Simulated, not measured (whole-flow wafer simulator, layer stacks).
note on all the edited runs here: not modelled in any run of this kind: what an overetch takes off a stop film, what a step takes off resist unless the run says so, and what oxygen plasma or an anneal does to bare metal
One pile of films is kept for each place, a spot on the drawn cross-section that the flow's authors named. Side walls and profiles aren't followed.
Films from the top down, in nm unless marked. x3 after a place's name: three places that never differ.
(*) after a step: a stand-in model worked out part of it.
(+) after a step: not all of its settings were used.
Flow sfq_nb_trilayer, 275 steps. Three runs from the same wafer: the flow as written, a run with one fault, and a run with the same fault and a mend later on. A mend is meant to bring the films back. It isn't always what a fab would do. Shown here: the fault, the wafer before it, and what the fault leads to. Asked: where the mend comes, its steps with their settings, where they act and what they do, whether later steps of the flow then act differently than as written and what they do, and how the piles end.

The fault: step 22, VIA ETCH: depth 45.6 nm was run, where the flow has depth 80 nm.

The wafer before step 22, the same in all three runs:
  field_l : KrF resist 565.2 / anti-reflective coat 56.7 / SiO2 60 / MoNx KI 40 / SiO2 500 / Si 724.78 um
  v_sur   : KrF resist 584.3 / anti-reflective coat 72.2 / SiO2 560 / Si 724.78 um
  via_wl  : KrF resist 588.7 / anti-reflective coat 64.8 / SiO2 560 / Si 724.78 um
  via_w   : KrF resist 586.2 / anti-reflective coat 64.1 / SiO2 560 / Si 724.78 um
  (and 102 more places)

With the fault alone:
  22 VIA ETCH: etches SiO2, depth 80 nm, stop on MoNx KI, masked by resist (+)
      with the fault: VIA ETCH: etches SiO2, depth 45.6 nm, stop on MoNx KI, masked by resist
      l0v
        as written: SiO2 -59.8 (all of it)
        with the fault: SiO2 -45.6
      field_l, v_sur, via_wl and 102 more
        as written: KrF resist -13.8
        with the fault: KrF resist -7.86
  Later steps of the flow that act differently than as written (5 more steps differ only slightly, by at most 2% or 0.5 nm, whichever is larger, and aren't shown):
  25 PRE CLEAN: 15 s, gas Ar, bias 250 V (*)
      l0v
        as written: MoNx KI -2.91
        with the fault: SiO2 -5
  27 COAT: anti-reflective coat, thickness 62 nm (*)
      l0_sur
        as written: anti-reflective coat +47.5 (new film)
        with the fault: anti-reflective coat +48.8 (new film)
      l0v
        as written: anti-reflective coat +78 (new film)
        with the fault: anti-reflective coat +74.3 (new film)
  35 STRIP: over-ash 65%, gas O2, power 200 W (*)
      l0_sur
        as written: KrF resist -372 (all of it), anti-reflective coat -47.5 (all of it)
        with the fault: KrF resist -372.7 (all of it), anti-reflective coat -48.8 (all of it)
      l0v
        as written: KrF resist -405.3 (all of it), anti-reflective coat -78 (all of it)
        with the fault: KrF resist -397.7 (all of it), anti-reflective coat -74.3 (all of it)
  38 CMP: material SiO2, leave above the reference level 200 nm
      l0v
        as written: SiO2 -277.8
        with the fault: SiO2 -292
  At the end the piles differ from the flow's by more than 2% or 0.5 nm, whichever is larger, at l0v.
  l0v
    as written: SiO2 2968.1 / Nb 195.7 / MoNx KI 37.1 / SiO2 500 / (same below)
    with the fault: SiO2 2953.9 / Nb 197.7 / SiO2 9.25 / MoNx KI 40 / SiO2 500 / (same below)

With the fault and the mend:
  The mend comes after step 23.
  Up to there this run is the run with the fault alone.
  23a COAT: anti-reflective coat, thickness 62 nm (*) (the flow's step 15 once more)
      p4_fl x3, p4_w1 x9, p4_g1 x2 and 59 more
        anti-reflective coat +62 (new film)
      jj_sur, ce_l, c5j and 6 more
        anti-reflective coat +63.6 (new film)
      be, be_sur, gap, moat, field_r, lsp_l
        anti-reflective coat +63.7 (new film)
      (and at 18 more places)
  23b COAT: KrF resist, thickness 650 nm (*) (the flow's step 16 once more)
      p4_fl x3, p4_w1 x9, p4_g1 x2 and 59 more
        KrF resist +650 (new film)
      jj_sur, ce_l, c5j, ce_r, r_sur, res, r_end
        KrF resist +656.8 (new film)
      l0r_line_l, l0r_line_c, l0r_line_r
        KrF resist +646 (new film)
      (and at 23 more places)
  23c SOFTBAKE: KrF resist (the flow's step 17 once more)
      changes no film at any place that is followed
  23d EXPOSE: photomask L0V, dose 12.41 mJ/cm2, NA 0.6, wavelength 248 nm (*) (the flow's step 18 once more)
      changes no film at any place that is followed
  23e PEB: KrF resist, 90 s (the flow's step 19 once more)
      p4_fl x3, p4_w1 x9, p4_g1 x2 and 59 more
        KrF resist -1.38
      via_v, wire, be and 17 more
        KrF resist -1.39
      v_sur, via_w, via_wr, via_sp, ln_m6
        KrF resist -1.4
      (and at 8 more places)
  23f DEVELOP: KrF resist, thickness 650 nm, 60 s (the flow's step 20 once more)
      field_l, v_sur, via_wl and 102 more
        KrF resist -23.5
      l0v
        KrF resist -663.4 (all of it)
  23g VIA ETCH: etches anti-reflective coat, depth 125 nm, masked by resist (*) (+) (the flow's step 21 once more)
      field_l, v_sur, via_wl and 102 more
        KrF resist -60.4
      l0v
        anti-reflective coat -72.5 (all of it), SiO2 -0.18
  23h VIA ETCH: etches SiO2, depth 34.4 nm, stop on MoNx KI, masked by resist (+) (the flow's step 22 once more, with other settings)
      field_l, v_sur, via_wl and 102 more
        KrF resist -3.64
      l0v
        SiO2 -14.1 (all of it)
  23i STRIP: over-ash 65%, gas O2, power 200 W (*) (the flow's step 23 once more)
      p4_fl x3, p4_w1 x9, p4_g1 x2 and 59 more
        KrF resist -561 (all of it), anti-reflective coat -62 (all of it)
      jj_sur, ce_l, c5j, ce_r, sp_r, be_r, r_sur, res
        KrF resist -567.8 (all of it), anti-reflective coat -63.6 (all of it)
      l0r_line_l, l0r_line_c, l0r_line_r
        KrF resist -557.1 (all of it), anti-reflective coat -59 (all of it)
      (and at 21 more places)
  No later step of the flow acts differently than as written at any place that is followed.
  At the end the piles are the same as the flow's at every place that both follow.
